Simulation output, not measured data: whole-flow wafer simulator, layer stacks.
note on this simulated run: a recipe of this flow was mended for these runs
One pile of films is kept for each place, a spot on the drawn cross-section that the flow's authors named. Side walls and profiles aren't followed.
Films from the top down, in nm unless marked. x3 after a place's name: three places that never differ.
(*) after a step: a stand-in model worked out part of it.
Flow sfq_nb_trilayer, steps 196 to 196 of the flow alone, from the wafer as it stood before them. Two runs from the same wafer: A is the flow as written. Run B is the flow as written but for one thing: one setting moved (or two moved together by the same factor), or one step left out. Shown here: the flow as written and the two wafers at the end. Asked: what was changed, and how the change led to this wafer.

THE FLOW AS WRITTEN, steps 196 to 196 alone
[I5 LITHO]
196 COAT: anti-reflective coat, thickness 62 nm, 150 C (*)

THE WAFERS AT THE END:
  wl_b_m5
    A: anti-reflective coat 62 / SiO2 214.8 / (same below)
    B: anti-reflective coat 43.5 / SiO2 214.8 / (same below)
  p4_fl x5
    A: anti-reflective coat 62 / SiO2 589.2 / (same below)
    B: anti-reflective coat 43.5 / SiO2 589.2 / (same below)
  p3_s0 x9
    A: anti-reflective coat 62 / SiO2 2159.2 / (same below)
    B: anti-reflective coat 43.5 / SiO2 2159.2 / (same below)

The cause: step 196, COAT: thickness 43.5 nm was run, where the flow has thickness 62 nm.
It can be read off the wafer: wl_b_m5 has anti-reflective coat 43.5, and step 196 as written asks for 62 nm.

How the change led to this, step by step:
  196 COAT: anti-reflective coat, thickness 62 nm, 150 C (*)
      p4_fl x5, p4_w1 x9, p3_s0 x9 and 41 more: A anti-reflective coat +62 (new film) | B anti-reflective coat +43.5 (new film)
      via_wl, via_w, via_wr, via_sp, via_v, lsp_r, l0_sur, l0v: A anti-reflective coat +62.3 (new film) | B anti-reflective coat +43.8 (new film)
      (and at 34 more places)
